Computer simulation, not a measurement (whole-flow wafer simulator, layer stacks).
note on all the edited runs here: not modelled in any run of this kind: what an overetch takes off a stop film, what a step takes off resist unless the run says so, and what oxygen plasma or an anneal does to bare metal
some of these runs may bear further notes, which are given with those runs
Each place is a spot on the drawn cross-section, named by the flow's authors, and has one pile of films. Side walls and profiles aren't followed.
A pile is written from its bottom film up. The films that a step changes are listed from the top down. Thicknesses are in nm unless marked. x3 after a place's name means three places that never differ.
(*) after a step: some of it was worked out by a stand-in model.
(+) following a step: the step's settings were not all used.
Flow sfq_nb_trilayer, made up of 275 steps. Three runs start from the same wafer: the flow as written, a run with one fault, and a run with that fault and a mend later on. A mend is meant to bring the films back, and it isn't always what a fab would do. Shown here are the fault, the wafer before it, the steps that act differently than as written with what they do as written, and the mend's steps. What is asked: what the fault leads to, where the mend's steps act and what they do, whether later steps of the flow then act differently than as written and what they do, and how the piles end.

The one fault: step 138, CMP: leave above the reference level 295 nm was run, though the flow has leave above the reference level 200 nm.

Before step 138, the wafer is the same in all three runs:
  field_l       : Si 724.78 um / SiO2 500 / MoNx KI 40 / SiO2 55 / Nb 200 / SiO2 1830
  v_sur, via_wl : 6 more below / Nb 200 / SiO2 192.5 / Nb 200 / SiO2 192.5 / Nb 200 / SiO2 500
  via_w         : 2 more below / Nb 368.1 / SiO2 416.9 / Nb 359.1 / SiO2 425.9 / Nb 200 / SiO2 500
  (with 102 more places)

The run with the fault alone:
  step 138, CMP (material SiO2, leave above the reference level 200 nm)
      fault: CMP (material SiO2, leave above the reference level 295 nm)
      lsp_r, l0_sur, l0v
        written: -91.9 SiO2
        fault: nothing
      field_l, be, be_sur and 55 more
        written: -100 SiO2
        fault: -5 SiO2
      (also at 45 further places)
  Later steps of the flow acting differently than as written (9 more steps, not shown, differ only slightly: by at most 2% or 0.5 nm, whichever is larger):
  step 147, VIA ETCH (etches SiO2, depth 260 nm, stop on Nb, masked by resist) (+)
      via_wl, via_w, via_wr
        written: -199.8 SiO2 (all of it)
        fault: -260 SiO2
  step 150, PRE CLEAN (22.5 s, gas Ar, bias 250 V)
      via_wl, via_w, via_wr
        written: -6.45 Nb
        fault: -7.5 SiO2
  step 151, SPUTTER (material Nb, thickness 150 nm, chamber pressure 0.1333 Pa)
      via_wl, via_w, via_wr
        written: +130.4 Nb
        fault: +123.3 Nb (new film)
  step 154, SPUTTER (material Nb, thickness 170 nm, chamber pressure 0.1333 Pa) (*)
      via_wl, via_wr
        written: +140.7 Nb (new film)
        fault: +103.1 Nb (new film)
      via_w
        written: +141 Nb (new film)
        fault: +136 Nb (new film)
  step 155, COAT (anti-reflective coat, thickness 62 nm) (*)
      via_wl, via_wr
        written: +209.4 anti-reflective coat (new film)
        fault: +321.3 anti-reflective coat (new film)
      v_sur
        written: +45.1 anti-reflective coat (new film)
        fault: +42.8 anti-reflective coat (new film)
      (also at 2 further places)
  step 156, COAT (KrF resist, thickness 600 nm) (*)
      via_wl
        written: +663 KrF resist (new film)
        fault: +648.6 KrF resist (new film)
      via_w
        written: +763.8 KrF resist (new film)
        fault: +811.1 KrF resist (new film)
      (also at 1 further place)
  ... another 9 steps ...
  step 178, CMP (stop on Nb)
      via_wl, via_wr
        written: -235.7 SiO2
        fault: -227.2 SiO2
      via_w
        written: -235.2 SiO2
        fault: -227.2 SiO2
  At field_l, v_sur, via_wl and 103 more, the piles at the end differ from the flow's by more than 2% or 0.5 nm, whichever is larger.
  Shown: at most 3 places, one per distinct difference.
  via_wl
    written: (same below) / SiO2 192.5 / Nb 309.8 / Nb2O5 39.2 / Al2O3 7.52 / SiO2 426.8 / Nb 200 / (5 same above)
    fault: (same below) / SiO2 192.5 / Nb 200 / SiO2 27.3 / Nb 123.3 / Al 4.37 / Al2O3 0.96 / Nb2O5 52.6 / SiO2 469.8 / Nb 200 / (5 same above)
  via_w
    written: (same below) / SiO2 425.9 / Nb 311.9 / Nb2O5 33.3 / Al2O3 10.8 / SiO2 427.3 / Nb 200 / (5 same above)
    fault: (same below) / SiO2 425.9 / Nb 200 / SiO2 27.3 / Nb 110.8 / Nb2O5 34.7 / Al2O3 10.1 / SiO2 495.5 / Nb 200 / (5 same above)
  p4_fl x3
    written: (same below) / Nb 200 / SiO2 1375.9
    fault: (same below) / Nb 200 / SiO2 1470.9

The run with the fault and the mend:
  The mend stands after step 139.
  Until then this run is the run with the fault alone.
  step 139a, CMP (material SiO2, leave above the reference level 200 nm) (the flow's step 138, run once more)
      field_l, v_sur, via_wl and 100 more
        -95 SiO2
      lsp_r, l0_sur, l0v
        -91.9 SiO2
  Every later step of the flow that is run acts as written at every place that is followed.
  By the end, the piles equal the flow's at every place that both follow.
